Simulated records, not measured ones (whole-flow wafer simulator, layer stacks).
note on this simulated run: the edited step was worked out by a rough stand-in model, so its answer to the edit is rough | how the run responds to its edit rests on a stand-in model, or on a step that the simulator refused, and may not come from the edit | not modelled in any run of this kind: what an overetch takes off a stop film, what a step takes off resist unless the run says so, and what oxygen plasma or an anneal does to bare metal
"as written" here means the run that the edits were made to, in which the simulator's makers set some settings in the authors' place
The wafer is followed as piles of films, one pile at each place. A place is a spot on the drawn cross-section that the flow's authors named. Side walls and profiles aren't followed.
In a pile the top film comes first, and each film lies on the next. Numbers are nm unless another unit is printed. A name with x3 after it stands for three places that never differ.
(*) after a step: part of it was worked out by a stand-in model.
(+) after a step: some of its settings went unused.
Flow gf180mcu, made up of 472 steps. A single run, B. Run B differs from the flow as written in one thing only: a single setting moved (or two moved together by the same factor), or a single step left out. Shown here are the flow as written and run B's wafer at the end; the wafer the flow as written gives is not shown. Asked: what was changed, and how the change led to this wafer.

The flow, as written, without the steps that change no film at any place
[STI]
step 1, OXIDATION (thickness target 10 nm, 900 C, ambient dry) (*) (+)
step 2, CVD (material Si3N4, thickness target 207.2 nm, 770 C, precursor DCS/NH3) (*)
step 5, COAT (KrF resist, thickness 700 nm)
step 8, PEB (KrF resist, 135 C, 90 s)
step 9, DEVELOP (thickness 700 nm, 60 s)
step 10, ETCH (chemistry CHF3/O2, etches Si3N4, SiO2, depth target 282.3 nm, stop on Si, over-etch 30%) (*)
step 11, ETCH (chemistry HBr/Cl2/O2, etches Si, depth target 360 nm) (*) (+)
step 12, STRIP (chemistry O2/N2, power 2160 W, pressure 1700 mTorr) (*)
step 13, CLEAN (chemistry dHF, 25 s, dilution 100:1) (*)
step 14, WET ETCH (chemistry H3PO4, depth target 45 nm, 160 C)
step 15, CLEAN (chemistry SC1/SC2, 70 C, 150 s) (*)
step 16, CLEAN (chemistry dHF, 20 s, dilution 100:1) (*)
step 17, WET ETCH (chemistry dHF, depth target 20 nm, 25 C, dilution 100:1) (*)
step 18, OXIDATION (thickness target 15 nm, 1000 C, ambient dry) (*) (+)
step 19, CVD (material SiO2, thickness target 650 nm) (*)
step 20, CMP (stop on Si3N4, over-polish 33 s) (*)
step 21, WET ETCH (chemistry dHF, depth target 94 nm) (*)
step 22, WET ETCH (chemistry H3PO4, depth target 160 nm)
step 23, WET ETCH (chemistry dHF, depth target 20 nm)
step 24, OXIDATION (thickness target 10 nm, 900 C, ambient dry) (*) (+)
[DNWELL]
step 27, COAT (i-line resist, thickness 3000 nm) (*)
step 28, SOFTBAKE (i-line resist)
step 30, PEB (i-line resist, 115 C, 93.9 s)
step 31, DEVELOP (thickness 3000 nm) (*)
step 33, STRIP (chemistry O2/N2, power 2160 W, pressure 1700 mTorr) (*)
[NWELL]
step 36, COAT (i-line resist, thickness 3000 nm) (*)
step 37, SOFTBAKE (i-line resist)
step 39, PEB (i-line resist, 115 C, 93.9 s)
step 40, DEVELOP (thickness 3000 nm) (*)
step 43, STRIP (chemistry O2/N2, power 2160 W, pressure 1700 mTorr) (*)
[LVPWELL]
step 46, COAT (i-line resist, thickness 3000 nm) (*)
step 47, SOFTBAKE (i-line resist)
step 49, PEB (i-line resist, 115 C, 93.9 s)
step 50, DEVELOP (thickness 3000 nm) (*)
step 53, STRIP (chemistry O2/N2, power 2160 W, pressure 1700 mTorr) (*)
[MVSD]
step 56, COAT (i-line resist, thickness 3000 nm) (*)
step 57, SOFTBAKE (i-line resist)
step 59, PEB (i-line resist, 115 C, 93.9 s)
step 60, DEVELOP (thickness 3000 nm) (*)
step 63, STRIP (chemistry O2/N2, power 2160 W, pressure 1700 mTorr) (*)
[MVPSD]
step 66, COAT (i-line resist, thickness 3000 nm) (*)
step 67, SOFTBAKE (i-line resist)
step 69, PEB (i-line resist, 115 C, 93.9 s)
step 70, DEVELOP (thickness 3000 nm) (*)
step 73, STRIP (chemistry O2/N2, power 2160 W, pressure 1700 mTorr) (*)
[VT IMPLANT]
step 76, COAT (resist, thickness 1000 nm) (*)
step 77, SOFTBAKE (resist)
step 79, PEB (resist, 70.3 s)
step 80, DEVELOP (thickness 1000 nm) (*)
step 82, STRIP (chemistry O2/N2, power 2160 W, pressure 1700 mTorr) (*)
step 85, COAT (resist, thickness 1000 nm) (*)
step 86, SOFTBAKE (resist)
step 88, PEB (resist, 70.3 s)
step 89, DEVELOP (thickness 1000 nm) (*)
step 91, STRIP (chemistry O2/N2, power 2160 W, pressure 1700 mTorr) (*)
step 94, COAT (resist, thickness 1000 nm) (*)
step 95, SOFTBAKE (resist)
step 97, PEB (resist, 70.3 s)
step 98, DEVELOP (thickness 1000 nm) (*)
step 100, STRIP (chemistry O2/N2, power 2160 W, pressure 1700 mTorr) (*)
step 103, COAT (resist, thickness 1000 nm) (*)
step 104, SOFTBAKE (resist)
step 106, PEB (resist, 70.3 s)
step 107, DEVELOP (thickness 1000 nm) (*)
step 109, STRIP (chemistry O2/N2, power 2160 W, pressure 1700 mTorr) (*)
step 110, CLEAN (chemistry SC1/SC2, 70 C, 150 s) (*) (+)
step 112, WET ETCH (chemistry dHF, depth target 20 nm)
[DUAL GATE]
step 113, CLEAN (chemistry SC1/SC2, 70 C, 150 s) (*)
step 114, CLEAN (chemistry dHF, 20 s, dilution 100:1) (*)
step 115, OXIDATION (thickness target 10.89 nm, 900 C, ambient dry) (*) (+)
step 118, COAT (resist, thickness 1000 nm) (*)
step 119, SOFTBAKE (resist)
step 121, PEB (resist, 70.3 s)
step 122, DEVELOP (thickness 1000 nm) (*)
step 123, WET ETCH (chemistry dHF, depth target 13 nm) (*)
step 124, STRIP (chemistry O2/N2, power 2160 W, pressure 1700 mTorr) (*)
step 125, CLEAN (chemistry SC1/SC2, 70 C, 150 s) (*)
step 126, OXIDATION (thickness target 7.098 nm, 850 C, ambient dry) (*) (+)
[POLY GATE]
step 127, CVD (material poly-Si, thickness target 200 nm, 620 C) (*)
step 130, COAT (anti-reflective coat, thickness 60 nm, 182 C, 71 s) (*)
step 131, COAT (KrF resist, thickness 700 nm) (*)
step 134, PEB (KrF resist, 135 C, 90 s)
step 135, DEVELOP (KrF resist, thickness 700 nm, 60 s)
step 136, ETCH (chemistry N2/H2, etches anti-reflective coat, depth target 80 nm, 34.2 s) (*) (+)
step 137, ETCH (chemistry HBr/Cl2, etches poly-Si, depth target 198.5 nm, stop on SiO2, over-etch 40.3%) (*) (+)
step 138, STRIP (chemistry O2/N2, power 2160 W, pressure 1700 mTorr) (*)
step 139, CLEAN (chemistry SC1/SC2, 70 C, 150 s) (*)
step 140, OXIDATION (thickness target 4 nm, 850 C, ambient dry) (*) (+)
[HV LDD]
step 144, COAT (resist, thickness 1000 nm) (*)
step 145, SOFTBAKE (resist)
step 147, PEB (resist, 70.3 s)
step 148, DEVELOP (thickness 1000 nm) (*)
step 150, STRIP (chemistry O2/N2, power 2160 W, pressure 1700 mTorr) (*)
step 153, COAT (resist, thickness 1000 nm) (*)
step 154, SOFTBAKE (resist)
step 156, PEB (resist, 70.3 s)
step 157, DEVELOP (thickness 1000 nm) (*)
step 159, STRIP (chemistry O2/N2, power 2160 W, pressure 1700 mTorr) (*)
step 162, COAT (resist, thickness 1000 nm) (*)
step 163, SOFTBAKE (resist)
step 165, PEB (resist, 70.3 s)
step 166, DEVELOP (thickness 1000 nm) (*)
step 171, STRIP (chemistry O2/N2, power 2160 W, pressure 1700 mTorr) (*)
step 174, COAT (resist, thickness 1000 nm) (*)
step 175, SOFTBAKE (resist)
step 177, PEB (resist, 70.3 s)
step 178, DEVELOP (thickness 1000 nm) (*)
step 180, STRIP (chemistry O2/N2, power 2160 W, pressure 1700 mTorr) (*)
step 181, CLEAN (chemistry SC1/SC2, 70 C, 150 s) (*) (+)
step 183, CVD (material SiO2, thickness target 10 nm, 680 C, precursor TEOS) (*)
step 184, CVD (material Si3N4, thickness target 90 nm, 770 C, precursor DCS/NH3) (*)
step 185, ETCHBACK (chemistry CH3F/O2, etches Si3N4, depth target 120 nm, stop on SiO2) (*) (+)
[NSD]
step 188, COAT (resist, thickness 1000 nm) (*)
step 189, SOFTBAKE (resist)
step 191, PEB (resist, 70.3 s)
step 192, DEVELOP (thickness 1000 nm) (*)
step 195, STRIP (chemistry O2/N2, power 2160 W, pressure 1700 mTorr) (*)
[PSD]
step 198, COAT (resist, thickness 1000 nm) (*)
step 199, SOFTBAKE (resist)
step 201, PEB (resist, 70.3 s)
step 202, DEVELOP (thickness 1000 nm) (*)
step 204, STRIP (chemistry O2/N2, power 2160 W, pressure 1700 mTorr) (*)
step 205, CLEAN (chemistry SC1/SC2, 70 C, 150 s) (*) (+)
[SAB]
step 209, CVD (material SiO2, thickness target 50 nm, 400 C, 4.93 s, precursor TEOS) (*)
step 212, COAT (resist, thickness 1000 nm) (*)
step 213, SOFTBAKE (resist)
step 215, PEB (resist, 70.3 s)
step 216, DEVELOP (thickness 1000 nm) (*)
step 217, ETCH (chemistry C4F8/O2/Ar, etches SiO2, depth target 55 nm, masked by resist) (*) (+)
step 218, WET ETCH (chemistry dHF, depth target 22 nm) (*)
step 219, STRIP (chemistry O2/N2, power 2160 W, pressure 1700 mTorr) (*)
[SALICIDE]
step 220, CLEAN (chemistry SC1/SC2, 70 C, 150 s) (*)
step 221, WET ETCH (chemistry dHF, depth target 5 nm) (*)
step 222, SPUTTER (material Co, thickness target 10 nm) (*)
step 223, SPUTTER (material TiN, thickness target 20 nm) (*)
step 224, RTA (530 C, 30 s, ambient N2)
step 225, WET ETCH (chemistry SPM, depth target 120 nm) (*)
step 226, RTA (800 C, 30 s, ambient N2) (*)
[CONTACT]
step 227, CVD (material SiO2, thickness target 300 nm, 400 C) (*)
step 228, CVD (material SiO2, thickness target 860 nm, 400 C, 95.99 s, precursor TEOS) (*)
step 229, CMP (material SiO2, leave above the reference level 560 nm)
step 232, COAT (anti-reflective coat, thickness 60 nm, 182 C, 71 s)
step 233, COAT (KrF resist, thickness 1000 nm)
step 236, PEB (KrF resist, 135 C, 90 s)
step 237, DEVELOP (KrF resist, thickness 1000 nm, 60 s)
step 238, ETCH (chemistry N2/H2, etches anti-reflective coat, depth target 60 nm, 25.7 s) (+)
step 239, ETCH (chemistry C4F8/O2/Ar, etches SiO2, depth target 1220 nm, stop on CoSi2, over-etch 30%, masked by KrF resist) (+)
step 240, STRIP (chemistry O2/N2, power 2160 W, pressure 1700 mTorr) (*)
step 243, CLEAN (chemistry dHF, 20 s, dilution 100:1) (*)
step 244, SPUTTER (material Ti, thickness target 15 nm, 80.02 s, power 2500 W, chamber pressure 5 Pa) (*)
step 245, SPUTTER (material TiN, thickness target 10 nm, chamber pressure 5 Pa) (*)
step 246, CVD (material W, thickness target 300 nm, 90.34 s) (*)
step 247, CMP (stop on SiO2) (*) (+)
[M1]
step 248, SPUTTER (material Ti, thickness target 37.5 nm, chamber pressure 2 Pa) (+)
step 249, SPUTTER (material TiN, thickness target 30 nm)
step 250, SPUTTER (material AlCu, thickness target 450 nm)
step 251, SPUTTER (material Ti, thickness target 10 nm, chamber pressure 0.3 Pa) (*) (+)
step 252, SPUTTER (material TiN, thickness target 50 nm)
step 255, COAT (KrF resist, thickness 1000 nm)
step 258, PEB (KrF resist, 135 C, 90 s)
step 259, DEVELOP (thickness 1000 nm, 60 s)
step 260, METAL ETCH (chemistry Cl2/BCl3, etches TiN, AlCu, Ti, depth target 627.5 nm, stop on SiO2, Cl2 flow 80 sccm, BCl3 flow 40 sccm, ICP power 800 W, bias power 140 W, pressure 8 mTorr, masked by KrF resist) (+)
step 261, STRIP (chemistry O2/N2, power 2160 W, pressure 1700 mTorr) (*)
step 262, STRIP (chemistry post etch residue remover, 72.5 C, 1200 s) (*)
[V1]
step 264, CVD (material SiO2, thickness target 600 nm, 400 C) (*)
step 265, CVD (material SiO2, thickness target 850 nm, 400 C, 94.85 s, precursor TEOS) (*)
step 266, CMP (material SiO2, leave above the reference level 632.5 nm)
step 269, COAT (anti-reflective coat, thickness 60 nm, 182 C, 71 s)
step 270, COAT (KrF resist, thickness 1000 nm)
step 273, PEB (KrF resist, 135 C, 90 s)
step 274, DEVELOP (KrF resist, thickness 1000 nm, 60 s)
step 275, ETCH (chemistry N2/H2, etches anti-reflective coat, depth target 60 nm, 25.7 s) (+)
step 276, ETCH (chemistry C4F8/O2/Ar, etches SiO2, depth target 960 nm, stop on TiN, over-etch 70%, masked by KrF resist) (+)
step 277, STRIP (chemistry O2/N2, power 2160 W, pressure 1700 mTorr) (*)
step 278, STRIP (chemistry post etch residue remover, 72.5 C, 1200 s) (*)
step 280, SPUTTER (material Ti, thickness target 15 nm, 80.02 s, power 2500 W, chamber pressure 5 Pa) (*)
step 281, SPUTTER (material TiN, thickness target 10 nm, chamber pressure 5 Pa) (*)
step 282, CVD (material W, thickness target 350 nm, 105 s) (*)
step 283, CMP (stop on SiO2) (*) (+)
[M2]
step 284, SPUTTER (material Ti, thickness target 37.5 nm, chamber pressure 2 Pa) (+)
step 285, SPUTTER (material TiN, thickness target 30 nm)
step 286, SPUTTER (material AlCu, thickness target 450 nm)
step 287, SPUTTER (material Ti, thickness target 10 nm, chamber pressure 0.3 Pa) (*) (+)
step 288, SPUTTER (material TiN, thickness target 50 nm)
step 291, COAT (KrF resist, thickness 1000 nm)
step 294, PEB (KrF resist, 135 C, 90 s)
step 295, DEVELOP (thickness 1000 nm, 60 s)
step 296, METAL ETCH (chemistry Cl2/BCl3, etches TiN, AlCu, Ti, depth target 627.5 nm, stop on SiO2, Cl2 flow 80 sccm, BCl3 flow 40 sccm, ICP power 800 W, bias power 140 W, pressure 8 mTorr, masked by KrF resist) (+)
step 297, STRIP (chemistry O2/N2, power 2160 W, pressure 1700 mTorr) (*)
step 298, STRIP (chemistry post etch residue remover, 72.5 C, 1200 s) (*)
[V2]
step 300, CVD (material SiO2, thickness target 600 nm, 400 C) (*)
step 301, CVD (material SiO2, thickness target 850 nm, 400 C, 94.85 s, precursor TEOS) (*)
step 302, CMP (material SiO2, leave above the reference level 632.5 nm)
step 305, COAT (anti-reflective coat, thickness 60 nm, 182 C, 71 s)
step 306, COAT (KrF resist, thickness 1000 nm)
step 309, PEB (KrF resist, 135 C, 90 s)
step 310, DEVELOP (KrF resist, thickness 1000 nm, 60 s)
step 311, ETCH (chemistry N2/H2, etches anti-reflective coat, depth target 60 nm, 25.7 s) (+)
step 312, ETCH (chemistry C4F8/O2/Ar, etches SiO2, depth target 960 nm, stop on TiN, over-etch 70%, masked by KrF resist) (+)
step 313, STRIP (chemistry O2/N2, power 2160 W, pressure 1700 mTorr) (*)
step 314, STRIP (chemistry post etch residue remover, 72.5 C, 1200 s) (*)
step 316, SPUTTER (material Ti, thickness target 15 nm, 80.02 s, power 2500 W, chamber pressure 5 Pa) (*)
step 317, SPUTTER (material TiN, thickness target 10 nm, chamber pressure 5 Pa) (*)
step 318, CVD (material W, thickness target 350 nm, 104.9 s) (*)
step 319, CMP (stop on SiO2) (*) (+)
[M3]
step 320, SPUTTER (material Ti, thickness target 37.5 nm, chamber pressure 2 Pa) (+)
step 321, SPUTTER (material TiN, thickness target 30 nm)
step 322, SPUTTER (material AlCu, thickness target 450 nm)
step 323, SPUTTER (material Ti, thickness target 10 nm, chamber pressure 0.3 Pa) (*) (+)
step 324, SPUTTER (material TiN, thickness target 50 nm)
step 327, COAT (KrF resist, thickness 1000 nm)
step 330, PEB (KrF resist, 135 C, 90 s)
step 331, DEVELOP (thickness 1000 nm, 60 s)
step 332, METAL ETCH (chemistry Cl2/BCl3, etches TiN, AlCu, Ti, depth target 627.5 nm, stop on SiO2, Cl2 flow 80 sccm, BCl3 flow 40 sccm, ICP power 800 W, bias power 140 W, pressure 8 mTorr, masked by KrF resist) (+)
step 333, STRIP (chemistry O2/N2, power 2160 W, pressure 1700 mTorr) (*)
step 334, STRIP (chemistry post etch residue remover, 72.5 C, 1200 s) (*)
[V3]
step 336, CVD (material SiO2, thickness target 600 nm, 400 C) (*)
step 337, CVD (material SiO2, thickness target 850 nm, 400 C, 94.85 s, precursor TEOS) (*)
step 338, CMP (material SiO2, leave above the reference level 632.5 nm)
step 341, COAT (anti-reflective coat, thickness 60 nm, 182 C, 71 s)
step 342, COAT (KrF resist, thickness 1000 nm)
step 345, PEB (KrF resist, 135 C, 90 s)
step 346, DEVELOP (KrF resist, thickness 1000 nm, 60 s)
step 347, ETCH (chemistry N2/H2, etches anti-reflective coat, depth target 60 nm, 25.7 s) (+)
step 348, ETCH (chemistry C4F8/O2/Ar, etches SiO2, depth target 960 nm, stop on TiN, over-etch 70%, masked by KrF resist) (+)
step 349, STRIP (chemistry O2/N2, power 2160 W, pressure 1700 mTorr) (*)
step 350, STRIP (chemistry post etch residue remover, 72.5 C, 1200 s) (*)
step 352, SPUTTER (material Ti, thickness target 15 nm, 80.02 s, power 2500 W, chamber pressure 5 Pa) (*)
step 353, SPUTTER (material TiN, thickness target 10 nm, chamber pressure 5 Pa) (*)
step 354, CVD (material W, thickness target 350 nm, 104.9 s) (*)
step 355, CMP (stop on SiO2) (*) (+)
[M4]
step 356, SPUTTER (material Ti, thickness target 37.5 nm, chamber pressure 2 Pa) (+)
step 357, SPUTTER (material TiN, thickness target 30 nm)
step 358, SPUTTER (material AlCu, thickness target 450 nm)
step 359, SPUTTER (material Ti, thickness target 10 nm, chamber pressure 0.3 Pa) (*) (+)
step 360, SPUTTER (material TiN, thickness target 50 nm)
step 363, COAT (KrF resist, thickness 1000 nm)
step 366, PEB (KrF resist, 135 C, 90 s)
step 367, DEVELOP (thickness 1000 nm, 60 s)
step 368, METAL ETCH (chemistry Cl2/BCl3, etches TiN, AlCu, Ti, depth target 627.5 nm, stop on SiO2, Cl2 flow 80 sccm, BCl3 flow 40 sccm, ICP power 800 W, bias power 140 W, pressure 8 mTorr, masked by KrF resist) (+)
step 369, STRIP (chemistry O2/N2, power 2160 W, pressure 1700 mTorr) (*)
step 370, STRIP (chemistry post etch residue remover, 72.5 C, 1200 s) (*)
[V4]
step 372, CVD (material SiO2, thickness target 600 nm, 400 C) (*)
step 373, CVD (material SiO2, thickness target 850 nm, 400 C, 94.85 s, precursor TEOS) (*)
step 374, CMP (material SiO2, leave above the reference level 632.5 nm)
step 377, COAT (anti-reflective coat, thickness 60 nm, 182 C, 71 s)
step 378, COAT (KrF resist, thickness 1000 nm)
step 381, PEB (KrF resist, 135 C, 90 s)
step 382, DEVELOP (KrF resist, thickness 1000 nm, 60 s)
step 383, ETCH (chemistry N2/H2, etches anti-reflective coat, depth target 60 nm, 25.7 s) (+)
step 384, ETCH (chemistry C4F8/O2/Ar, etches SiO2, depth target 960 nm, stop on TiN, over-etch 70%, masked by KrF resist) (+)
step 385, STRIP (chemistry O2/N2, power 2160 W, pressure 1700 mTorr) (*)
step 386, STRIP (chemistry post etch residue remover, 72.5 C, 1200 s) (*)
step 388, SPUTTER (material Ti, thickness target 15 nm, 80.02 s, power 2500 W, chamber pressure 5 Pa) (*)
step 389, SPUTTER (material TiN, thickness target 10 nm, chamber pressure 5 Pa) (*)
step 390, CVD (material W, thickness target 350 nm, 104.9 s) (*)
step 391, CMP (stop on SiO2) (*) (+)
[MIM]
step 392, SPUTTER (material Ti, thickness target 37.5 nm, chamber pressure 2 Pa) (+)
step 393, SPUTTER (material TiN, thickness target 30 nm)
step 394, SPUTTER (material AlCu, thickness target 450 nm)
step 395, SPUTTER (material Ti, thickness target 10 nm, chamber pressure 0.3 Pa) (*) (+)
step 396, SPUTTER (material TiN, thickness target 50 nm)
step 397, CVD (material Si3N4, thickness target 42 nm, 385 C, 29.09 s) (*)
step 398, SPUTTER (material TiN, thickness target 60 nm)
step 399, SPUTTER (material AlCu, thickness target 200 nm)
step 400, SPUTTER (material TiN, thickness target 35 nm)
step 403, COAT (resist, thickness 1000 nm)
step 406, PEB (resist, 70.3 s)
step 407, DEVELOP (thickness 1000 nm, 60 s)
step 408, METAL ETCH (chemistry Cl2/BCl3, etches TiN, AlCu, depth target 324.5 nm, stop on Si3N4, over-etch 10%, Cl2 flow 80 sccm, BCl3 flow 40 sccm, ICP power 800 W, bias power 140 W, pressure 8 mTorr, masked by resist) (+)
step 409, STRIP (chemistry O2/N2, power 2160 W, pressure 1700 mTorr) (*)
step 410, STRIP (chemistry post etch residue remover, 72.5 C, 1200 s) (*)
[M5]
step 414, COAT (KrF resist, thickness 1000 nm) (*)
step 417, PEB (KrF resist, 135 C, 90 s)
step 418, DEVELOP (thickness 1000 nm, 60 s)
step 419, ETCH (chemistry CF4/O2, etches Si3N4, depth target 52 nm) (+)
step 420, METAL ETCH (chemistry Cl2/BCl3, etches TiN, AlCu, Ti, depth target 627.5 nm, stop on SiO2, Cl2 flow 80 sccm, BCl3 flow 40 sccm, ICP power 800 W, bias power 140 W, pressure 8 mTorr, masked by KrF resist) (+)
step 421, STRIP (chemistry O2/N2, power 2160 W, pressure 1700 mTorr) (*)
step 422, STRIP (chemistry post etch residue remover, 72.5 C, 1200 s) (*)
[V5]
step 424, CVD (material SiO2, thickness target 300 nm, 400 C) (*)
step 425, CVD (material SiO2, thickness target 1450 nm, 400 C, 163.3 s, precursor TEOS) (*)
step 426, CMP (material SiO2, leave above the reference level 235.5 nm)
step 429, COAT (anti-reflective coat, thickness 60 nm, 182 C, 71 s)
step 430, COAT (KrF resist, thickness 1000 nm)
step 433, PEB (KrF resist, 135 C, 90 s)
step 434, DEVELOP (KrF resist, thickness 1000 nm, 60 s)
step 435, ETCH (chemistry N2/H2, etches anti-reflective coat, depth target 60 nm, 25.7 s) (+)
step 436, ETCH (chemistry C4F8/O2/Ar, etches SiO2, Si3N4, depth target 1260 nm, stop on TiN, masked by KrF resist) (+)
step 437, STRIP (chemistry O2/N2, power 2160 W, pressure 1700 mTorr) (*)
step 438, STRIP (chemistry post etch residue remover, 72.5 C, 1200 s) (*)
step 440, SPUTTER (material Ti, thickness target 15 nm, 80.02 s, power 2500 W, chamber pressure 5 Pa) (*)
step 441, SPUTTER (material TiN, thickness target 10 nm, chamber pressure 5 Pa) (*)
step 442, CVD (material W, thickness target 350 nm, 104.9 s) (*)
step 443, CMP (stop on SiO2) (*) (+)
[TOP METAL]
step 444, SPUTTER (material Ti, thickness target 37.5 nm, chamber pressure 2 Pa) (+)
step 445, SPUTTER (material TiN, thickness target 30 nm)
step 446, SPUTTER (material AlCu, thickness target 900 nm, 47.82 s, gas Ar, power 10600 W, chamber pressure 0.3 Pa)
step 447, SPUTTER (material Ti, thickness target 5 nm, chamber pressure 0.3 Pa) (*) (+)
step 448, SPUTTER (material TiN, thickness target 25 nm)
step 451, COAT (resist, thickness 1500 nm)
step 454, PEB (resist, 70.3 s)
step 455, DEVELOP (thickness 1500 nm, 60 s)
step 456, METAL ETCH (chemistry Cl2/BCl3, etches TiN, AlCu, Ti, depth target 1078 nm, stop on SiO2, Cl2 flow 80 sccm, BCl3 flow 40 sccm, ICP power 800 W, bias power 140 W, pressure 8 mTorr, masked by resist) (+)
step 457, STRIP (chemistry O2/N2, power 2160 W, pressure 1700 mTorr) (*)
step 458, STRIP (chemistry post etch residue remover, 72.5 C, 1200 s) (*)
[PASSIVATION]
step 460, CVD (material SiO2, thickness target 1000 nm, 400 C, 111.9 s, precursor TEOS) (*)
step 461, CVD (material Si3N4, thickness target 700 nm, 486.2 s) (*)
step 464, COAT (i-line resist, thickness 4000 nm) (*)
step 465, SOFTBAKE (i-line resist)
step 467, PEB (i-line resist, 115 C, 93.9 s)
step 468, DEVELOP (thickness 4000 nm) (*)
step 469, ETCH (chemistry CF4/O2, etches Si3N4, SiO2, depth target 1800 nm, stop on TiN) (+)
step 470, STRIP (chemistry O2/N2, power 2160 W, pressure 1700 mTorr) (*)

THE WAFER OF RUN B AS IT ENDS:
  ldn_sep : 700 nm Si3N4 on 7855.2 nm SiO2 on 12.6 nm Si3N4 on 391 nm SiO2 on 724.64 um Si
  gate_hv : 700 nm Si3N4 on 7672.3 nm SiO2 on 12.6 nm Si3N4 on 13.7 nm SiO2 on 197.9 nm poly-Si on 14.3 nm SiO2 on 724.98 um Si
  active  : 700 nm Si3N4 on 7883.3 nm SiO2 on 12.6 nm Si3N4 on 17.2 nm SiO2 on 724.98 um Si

Cause: step 185, ETCHBACK: depth target 73.2 nm was run, whereas the flow has depth target 120 nm.

The path from the change to this, step by step:
  step 185, ETCHBACK (chemistry CH3F/O2, etches Si3N4, depth target 120 nm, stop on SiO2) (*) (+)
      field, field__w1, field__w2 and 100 more: -73.2 Si3N4 (in the flow as written it would be: -90 Si3N4 (all of it), -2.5 SiO2)
  step 188, COAT (resist, thickness 1000 nm) (*)
      spacer: +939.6 resist (new film) (in the flow as written it would be: +920.2 resist (new film))
  step 189, SOFTBAKE (resist)
      field__w9: -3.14 resist (in the flow as written it would be: +6.92 resist)
      nw_enc_fld_lv: +5.57 resist (in the flow as written it would be: +0.86 resist)
  step 192, DEVELOP (thickness 1000 nm) (*)
      spacer: -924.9 resist (all of it) (in the flow as written it would be: -905.9 resist (all of it))
  step 198, COAT (resist, thickness 1000 nm) (*)
      spacer: +939.6 resist (new film) (in the flow as written it would be: +920.2 resist (new film))
  step 199, SOFTBAKE (resist)
      field__w9: -3.14 resist (in the flow as written it would be: +6.92 resist)
      nw_enc_fld_lv: +5.57 resist (in the flow as written it would be: +0.86 resist)
  step 204, STRIP (chemistry O2/N2, power 2160 W, pressure 1700 mTorr) (*)
      spacer: -924.9 resist (all of it) (in the flow as written it would be: -905.9 resist (all of it))
  step 205, CLEAN (chemistry SC1/SC2, 70 C, 150 s) (*) (+)
      field, field__w1, field__w2 and 105 more: -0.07 Si3N4 (in the flow as written it would be: -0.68 SiO2)
  step 209, CVD (material SiO2, thickness target 50 nm, 400 C, 4.93 s, precursor TEOS) (*)
      field, field__w7, field__w8 and 73 more: +50 SiO2 (new film) (in the flow as written it would be: +50 SiO2)
      field_sub__w1, field_sub__w3, field_sub__w4, field_sub__w5, ld_drift_n: +48.8 SiO2 (new film) (in the flow as written it would be: +48.9 SiO2)
      (and at 27 other places as well)
  step 212, COAT (resist, thickness 1000 nm) (*)
      spacer: +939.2 resist (new film) (in the flow as written it would be: +919.4 resist (new film))
  step 216, DEVELOP (thickness 1000 nm) (*)
      spacer: -924.5 resist (all of it) (in the flow as written it would be: -905.1 resist (all of it))
  step 217, ETCH (chemistry C4F8/O2/Ar, etches SiO2, depth target 55 nm, masked by resist) (*) (+)
      field, field__w7, field__w8 and 70 more: -50 SiO2 (all of it), -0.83 Si3N4 (in the flow as written it would be: -55 SiO2)
      field_sub__w1, field_sub__w3, field_sub__w4, field_sub__w5, ld_drift_n: -48.8 SiO2 (all of it), -1.03 Si3N4 (in the flow as written it would be: -55 SiO2)
      (and at 21 other places as well)
  step 218, WET ETCH (chemistry dHF, depth target 22 nm) (*)
      gate, gate_hv, gate_p and 23 more: -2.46 Si3N4 (in the flow as written it would be: -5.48 SiO2 (all of it))
      field, field__w10, sti and 14 more: -2.46 Si3N4 (in the flow as written it would be: -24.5 SiO2)
      (and at 56 other places as well)
  step 219, STRIP (chemistry O2/N2, power 2160 W, pressure 1700 mTorr) (*)
      gate, gate_hv, gate_p and 23 more: nothing (in the flow as written it would be: +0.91 chemical SiO2 (new film), -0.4 poly-Si)
      active, p_well, sd_n and 20 more: nothing (in the flow as written it would be: +0.91 chemical SiO2 (new film), -0.4 Si)
  step 220, CLEAN (chemistry SC1/SC2, 70 C, 150 s) (*)
      field, field__w2, field__w7 and 40 more: nothing (in the flow as written it would be: -0.68 SiO2)
      field__w1, field__w3, field__w6, field__w12, m1, nw_enc_fld_lv, nw_enc_fld_lv__w3: -0.07 Si3N4 (in the flow as written it would be: -0.68 SiO2)
  step 221, WET ETCH (chemistry dHF, depth target 5 nm) (*)
      active, p_well, gate and 46 more: -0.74 Si3N4 (in the flow as written it would be: -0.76 chemical SiO2 (all of it))
      field, field__w1, field__w2 and 23 more: -0.74 Si3N4 (in the flow as written it would be: -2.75 SiO2)
      (and at 24 other places as well)
  ... another 10 steps ...
  step 471, ANNEAL (400 C, 1800 s, ambient N2/H2)
      polyc_n, polyc_p: under 9 films: +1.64 void (new film), -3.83 Ti, +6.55 TiSi first (new film), -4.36 poly-Si (in the flow as written it would be: nothing)
      contact: under 49 films: +1.62 void (new film), -3.83 Ti, +6.55 TiSi first (new film), -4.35 Si (in the flow as written it would be: nothing)
With metal films that touch counted as one body, gate_hv has 0 bodies; the flow as written gives 1 body.
With metal films that touch counted as one body, active has 0 bodies; the flow as written gives 1 body.
